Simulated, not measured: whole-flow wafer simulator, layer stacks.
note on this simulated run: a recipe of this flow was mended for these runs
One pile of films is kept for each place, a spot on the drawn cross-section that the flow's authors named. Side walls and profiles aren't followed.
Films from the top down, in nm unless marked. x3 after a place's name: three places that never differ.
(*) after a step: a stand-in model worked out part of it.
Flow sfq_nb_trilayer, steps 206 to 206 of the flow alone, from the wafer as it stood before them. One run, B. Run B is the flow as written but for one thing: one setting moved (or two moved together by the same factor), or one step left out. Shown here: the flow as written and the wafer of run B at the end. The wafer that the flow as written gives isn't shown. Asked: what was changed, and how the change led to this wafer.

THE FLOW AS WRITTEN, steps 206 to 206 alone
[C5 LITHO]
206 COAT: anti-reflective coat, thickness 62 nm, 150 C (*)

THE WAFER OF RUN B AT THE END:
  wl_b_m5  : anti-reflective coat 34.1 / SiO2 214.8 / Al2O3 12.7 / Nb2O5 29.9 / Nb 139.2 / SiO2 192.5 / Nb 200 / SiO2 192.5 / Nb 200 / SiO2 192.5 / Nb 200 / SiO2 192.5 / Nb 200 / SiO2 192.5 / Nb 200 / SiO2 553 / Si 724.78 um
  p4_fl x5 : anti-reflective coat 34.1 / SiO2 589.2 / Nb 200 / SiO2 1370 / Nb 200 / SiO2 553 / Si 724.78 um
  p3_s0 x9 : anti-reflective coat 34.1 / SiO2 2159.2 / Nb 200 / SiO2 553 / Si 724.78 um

The cause: step 206, COAT: thickness 34.1 nm was run, where the flow has thickness 62 nm.
It can be read off the wafer: wl_b_m5 has anti-reflective coat 34.1, and step 206 as written asks for 62 nm.

How the change led to this, step by step:
  206 COAT: anti-reflective coat, thickness 62 nm, 150 C (*)
      p4_fl x5, p4_w1 x9, p3_s0 x9 and 41 more: anti-reflective coat +34.1 (new film) (as written it would be: anti-reflective coat +62 (new film))
      lsp_m, ln_m6: anti-reflective coat +34.6 (new film) (as written it would be: anti-reflective coat +62.8 (new film))
      (and at 40 more places)
